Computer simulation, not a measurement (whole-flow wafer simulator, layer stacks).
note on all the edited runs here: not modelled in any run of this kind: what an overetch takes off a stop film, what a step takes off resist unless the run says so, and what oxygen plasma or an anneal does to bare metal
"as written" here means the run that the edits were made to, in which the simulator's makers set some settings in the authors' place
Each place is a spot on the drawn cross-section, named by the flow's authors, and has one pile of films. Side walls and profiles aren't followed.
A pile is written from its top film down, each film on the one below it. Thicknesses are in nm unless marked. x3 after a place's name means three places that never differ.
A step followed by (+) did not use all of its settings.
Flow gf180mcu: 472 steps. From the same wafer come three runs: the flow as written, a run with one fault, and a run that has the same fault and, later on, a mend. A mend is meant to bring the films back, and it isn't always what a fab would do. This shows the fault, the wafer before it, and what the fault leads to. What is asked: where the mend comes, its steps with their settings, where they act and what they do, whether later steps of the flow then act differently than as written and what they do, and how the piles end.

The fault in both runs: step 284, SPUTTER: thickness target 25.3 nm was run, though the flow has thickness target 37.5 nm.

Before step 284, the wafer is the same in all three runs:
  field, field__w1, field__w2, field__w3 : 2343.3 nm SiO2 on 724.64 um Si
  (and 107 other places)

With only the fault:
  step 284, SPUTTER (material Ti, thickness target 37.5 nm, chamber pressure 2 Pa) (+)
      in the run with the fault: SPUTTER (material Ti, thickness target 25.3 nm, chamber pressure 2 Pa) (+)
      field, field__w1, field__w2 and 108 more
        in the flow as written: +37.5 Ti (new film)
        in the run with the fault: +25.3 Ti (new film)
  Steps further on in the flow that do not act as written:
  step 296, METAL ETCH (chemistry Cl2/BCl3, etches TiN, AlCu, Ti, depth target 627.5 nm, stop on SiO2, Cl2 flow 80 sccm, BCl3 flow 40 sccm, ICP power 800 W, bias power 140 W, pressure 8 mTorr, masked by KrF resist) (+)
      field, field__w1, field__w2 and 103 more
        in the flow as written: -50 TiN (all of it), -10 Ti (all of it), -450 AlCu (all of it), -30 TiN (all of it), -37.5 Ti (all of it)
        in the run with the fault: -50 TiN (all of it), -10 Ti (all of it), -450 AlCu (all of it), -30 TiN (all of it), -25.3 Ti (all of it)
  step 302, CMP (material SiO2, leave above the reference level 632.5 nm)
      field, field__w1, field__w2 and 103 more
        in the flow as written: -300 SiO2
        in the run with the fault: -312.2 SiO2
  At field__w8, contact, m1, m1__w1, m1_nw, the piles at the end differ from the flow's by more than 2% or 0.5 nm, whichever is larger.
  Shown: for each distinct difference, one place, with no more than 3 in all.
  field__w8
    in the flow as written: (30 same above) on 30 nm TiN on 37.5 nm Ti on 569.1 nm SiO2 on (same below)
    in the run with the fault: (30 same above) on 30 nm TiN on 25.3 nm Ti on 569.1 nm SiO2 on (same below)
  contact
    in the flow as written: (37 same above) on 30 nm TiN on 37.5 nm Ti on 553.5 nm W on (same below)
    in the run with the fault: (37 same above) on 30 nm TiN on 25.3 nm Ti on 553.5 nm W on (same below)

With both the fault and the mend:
  The mend stands after step 284.
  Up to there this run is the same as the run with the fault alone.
  step 284a, SPUTTER (material Ti, thickness target 12.2 nm, chamber pressure 2 Pa) (+) (the flow's step 284, run once more with other settings)
      field, field__w1, field__w2 and 108 more
        +12.2 Ti
  Later steps of the flow that are run all act as written at every place that is followed.
  At every place that both follow, the piles at the end match the flow's.
